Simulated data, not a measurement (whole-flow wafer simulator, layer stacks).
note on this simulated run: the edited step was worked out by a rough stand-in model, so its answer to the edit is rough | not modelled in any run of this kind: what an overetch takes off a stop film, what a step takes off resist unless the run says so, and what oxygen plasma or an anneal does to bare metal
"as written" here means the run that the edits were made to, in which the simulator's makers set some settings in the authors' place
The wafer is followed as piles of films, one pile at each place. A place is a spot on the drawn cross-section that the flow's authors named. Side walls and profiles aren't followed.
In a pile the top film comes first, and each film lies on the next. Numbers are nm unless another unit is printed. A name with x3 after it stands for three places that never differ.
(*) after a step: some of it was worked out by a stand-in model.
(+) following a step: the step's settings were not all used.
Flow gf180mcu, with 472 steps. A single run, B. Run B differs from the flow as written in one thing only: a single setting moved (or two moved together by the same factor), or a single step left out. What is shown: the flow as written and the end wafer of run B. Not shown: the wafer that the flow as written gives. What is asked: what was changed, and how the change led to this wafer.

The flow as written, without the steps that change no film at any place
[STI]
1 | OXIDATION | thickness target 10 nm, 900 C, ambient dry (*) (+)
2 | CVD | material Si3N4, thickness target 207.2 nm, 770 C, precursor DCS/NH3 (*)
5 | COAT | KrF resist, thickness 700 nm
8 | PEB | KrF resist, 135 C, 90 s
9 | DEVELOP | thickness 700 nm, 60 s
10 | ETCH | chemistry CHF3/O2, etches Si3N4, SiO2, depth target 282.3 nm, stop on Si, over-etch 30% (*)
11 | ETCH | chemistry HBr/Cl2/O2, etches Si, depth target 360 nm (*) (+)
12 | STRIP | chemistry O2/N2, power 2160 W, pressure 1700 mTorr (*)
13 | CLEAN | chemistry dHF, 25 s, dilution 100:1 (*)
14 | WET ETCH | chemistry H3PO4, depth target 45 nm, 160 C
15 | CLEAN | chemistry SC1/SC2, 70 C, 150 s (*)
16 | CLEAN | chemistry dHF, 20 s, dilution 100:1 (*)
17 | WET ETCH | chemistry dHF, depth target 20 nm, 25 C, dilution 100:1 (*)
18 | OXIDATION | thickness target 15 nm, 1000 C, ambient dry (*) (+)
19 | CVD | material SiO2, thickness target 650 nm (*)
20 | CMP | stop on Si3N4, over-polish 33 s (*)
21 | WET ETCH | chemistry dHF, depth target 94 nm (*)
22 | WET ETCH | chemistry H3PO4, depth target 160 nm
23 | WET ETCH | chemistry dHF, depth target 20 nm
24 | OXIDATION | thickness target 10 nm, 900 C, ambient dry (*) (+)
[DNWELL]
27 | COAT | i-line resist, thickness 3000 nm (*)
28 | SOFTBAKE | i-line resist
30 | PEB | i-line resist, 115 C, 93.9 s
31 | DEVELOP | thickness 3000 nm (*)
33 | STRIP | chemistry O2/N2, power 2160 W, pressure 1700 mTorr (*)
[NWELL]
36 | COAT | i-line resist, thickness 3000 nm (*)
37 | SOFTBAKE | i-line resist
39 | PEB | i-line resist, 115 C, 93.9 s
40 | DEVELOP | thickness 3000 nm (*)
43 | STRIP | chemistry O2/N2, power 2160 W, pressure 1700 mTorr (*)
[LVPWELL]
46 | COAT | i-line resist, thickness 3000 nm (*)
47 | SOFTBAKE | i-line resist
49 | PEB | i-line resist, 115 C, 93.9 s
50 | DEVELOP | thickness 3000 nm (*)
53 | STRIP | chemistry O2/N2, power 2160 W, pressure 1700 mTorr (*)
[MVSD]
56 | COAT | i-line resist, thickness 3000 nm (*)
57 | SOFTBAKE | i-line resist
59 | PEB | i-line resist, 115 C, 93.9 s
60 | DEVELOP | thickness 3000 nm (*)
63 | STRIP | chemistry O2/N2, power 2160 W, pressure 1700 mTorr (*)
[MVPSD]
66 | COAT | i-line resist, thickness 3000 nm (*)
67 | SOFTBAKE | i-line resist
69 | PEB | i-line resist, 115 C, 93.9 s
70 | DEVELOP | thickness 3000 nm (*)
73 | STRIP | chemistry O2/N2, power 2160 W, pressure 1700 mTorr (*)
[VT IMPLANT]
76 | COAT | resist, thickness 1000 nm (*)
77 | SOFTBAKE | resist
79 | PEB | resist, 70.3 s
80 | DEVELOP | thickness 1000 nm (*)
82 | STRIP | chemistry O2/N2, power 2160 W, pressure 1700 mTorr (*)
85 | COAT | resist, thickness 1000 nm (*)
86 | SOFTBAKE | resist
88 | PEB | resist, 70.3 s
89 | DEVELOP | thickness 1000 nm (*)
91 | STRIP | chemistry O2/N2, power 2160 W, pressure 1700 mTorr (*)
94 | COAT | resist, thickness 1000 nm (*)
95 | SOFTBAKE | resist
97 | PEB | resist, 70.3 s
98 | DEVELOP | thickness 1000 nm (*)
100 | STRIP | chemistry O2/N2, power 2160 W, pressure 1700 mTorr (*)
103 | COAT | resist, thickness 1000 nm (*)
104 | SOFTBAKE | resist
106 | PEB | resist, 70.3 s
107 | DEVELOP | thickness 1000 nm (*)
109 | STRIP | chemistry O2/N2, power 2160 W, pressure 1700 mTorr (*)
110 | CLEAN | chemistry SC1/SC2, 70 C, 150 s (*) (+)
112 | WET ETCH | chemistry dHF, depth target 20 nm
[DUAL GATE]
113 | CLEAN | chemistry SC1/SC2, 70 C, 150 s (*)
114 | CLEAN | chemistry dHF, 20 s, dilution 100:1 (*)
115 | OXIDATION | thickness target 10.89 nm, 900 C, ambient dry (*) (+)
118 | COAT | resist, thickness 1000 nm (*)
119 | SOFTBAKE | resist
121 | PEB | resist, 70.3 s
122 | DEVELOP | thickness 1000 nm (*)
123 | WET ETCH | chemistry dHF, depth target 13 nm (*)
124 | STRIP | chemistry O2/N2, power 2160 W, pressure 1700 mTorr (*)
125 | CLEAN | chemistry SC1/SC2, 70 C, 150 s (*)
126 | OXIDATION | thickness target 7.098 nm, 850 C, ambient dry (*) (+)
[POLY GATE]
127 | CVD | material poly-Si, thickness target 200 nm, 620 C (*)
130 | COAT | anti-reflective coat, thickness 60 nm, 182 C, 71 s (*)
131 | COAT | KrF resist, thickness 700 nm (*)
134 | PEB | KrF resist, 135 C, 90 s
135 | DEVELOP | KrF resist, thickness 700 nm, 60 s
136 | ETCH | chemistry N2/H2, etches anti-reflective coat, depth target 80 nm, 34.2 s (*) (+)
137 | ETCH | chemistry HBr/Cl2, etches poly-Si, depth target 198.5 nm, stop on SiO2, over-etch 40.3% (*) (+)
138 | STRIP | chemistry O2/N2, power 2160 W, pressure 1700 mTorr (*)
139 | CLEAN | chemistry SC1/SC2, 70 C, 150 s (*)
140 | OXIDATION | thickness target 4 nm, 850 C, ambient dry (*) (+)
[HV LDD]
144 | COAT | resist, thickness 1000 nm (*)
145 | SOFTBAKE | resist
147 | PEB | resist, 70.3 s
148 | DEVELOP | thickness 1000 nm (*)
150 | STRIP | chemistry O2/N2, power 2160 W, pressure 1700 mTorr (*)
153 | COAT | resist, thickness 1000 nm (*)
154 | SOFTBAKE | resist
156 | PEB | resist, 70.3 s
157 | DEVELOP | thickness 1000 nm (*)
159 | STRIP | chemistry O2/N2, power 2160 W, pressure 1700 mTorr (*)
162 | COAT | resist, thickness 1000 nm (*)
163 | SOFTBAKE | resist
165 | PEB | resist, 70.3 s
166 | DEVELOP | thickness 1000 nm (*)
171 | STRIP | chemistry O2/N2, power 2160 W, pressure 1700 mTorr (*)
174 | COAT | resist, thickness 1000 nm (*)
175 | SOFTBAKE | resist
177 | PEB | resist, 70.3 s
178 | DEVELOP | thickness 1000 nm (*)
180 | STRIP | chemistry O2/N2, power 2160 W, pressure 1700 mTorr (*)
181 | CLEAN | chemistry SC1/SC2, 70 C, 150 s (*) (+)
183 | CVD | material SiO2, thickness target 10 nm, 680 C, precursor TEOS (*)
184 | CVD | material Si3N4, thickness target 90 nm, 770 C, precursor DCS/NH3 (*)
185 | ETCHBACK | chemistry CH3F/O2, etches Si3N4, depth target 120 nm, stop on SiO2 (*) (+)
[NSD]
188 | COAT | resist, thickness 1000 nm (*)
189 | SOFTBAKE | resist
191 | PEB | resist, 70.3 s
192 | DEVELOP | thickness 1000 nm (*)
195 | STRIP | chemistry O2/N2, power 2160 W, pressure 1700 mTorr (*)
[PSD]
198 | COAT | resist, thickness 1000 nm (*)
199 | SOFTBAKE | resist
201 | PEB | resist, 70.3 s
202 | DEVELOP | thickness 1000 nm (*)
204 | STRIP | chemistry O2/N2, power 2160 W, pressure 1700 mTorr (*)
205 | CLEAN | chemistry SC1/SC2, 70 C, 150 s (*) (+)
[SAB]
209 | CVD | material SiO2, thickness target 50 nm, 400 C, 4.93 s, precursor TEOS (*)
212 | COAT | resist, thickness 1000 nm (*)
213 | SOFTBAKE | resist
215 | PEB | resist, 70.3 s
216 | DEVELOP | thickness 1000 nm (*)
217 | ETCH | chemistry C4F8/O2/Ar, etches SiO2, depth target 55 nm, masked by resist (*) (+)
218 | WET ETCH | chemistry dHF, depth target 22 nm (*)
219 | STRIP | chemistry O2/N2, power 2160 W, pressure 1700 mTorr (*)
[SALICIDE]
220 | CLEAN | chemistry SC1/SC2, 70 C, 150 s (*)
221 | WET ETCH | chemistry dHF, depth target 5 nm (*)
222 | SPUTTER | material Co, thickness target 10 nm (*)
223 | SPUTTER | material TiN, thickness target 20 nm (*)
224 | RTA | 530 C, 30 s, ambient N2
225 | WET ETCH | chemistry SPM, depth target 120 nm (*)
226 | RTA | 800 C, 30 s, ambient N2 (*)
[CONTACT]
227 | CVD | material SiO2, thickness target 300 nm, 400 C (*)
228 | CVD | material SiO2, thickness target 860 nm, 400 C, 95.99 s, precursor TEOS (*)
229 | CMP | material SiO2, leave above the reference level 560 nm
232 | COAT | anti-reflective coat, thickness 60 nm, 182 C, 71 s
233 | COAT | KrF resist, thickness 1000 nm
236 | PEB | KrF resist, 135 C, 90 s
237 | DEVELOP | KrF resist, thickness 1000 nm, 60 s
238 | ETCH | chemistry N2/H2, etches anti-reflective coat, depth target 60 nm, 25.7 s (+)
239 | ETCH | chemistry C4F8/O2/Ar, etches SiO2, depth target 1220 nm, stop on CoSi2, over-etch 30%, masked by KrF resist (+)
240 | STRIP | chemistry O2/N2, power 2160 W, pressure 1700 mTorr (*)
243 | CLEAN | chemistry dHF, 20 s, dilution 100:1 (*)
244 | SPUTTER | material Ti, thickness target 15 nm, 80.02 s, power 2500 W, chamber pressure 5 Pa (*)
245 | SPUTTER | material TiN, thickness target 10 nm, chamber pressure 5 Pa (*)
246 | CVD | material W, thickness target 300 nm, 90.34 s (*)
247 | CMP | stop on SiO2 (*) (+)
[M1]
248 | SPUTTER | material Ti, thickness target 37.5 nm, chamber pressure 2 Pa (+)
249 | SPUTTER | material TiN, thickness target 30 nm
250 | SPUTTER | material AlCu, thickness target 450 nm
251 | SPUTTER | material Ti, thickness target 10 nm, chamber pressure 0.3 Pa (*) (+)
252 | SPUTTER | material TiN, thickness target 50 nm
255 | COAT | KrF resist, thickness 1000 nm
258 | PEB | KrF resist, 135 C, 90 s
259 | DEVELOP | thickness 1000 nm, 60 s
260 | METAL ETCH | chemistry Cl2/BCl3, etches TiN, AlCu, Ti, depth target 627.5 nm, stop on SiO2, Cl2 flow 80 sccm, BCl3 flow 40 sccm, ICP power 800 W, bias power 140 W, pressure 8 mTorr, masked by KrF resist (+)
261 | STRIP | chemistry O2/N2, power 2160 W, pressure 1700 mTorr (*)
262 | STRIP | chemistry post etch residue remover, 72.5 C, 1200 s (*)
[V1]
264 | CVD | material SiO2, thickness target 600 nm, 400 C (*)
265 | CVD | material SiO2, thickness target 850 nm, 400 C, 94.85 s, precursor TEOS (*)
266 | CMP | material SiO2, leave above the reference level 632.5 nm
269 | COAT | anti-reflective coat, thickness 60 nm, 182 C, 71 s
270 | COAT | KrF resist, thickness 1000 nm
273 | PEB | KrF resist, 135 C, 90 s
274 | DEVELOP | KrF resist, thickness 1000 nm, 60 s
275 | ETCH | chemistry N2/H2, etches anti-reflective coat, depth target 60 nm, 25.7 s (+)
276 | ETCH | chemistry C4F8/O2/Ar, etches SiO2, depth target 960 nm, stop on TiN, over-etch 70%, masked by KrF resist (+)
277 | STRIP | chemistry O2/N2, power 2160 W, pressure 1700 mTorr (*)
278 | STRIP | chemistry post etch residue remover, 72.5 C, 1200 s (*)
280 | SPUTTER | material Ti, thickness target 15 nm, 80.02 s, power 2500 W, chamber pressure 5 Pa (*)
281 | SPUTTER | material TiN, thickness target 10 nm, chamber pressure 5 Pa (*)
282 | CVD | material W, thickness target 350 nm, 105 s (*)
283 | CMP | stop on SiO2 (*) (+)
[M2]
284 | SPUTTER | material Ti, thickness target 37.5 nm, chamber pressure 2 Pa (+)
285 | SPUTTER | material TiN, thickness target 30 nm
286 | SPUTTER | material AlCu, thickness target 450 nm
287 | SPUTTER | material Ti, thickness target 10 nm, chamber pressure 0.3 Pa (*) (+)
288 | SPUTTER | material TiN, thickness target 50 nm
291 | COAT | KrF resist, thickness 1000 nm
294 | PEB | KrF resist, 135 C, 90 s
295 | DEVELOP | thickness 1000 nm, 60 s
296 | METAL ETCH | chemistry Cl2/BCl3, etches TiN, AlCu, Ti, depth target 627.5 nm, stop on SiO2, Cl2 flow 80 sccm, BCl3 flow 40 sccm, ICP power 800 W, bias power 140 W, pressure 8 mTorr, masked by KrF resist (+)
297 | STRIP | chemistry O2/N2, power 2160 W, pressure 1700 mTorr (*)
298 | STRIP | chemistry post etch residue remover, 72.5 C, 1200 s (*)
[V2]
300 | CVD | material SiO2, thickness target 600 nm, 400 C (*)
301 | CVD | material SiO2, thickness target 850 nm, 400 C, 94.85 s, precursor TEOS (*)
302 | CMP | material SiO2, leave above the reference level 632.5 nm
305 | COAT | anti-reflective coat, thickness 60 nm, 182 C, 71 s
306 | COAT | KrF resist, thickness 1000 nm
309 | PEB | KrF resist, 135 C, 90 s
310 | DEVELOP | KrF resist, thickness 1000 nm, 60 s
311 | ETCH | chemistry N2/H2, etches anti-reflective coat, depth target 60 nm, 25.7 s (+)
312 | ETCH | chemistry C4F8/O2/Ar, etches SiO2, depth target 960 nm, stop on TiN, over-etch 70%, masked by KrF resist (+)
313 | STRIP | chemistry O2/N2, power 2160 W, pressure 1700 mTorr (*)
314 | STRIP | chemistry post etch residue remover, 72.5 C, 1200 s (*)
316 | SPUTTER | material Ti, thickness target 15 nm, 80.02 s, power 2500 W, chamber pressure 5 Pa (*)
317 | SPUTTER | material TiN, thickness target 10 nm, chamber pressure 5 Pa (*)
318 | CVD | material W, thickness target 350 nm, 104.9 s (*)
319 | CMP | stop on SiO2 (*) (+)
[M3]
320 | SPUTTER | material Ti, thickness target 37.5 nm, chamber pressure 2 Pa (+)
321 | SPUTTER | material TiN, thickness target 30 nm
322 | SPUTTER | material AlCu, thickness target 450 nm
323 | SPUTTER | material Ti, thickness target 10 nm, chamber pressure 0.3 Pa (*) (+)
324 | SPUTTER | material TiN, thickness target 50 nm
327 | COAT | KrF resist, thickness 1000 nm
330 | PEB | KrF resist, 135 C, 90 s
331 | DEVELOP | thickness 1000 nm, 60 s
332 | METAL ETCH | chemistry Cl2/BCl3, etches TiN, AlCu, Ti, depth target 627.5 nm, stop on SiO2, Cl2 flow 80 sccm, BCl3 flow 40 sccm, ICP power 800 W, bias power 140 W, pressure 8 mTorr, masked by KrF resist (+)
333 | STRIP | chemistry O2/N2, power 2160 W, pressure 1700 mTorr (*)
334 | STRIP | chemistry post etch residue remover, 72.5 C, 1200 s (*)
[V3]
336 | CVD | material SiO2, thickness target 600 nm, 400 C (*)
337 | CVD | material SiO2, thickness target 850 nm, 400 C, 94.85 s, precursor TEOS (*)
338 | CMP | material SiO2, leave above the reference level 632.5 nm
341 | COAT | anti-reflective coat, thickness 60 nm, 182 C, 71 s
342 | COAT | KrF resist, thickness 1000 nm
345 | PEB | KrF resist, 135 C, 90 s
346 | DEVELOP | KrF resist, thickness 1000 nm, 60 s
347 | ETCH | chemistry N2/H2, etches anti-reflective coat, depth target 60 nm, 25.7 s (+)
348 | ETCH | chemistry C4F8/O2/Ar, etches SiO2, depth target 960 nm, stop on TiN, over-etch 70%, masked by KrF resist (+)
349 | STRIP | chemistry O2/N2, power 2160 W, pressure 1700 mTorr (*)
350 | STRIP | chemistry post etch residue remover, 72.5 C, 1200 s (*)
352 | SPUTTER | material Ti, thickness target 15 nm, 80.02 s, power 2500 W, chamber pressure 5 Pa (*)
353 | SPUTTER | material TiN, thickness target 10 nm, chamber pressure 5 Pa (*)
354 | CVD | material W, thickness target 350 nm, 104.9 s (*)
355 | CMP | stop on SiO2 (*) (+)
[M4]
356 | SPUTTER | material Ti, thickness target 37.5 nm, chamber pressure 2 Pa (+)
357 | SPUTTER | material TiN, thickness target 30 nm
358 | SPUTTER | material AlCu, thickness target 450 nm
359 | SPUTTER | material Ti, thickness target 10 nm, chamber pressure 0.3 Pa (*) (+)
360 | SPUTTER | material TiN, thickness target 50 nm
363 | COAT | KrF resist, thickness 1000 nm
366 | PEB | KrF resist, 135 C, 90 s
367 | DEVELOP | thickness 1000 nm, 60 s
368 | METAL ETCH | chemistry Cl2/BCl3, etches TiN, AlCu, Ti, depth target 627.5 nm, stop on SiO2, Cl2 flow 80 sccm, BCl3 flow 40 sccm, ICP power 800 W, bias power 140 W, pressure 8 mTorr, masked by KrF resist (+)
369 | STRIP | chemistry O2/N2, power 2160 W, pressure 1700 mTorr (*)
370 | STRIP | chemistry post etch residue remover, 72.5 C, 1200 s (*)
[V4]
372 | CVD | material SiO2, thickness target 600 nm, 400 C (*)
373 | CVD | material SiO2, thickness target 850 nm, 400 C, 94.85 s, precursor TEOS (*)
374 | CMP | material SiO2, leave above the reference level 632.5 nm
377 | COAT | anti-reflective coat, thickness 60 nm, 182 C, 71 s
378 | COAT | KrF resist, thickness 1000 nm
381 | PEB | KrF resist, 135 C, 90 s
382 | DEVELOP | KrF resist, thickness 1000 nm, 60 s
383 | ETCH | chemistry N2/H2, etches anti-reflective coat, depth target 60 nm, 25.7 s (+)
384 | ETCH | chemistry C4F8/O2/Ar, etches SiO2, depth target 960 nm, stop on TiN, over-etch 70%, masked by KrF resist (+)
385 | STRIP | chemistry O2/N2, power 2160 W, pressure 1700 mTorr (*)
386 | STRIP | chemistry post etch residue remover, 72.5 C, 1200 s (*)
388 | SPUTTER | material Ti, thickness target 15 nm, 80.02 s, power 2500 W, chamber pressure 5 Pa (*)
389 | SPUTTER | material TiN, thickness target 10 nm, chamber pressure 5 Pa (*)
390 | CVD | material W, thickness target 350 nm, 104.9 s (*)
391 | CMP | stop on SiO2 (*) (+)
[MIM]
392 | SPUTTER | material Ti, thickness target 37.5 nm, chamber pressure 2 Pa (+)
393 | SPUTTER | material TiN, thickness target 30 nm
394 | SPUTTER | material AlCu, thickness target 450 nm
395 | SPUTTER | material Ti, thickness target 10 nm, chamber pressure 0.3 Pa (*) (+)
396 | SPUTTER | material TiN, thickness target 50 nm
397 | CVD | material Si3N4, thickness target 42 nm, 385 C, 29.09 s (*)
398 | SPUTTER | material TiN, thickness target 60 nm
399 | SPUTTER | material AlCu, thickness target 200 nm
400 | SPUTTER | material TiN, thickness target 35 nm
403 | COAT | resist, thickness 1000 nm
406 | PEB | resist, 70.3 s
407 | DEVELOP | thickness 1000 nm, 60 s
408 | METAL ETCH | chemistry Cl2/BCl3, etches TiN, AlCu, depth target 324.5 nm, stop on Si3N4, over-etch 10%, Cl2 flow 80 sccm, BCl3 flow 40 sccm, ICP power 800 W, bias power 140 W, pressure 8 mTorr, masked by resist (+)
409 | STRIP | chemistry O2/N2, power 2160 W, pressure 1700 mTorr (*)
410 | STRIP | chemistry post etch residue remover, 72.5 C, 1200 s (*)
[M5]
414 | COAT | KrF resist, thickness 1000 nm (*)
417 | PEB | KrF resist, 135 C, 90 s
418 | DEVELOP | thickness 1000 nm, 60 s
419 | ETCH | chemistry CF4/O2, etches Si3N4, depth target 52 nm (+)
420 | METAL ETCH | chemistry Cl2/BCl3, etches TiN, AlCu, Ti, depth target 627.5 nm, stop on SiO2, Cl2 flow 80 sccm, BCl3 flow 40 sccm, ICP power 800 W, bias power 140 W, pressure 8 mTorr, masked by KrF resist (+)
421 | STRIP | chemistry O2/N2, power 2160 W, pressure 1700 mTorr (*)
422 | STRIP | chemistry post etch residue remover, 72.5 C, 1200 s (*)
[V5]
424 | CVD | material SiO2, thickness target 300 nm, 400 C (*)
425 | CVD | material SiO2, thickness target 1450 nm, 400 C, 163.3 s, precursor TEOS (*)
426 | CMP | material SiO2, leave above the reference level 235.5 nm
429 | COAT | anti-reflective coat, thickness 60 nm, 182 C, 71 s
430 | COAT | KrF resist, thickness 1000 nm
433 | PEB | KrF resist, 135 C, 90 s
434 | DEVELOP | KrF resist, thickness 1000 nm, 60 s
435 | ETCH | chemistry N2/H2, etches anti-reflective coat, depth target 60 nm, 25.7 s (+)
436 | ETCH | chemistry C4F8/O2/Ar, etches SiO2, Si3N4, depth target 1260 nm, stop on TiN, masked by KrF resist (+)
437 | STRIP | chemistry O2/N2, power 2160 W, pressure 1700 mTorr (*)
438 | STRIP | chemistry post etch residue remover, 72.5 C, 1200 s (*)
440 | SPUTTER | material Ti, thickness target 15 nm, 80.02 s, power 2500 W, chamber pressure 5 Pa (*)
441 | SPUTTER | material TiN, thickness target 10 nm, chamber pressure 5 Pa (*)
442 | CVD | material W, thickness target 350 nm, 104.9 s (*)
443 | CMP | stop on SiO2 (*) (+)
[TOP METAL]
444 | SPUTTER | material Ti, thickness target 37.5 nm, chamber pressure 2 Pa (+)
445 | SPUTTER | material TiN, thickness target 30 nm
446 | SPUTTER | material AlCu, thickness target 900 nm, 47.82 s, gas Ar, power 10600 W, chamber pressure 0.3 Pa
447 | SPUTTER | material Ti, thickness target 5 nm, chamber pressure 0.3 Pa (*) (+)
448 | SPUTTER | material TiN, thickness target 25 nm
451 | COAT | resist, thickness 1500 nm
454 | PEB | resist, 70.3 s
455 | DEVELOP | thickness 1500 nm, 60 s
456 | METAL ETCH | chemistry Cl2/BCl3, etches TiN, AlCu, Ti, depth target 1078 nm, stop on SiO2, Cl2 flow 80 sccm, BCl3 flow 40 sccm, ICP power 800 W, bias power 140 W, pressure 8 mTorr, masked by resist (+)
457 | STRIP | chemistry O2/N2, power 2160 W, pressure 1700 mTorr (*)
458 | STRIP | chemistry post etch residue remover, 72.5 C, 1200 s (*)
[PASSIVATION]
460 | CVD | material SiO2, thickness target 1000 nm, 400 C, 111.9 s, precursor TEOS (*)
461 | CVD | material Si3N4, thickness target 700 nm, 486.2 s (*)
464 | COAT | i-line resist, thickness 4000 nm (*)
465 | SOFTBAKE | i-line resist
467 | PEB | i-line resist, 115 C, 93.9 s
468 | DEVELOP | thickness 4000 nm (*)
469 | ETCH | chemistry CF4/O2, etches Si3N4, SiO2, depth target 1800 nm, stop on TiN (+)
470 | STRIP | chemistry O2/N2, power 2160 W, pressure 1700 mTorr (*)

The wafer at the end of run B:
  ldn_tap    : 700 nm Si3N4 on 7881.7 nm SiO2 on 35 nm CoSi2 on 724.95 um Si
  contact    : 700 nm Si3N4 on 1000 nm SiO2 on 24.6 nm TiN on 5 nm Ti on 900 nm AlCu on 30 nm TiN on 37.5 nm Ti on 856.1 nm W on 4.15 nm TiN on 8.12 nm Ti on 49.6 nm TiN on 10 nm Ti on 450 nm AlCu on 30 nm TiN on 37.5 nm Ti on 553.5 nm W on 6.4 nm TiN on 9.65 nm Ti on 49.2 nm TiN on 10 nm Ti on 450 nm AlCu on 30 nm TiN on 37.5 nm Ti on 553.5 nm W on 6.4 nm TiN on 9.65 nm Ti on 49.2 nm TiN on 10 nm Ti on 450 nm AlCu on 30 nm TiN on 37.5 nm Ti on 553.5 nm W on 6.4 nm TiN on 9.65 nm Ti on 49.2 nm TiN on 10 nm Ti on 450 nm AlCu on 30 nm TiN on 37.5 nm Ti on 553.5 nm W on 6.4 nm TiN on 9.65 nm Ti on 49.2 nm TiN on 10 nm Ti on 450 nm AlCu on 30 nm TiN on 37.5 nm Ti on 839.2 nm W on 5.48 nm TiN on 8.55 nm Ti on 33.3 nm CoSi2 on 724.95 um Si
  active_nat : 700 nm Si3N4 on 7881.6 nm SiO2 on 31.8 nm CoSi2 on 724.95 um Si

What caused this: step 441, SPUTTER: thickness target 7.7 nm was run, whereas the flow has thickness target 10 nm.

Step by step, how the change led to this:
  441 | SPUTTER | material TiN, thickness target 10 nm, chamber pressure 5 Pa (*)
      field, field__w1, field__w2 and 108 more: +7.7 TiN (new film) (in the flow as written it would be: +10 TiN (new film))
      contact: +4.15 TiN (new film) (in the flow as written it would be: +5.38 TiN (new film))
  443 | CMP | stop on SiO2 (*) (+)
      field, field__w1, field__w2 and 108 more: -350 W (all of it), -7.7 TiN (all of it), -15 Ti (all of it), -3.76 SiO2 (in the flow as written it would be: -350 W (all of it), -10 TiN (all of it), -15 Ti (all of it), -3.78 SiO2)
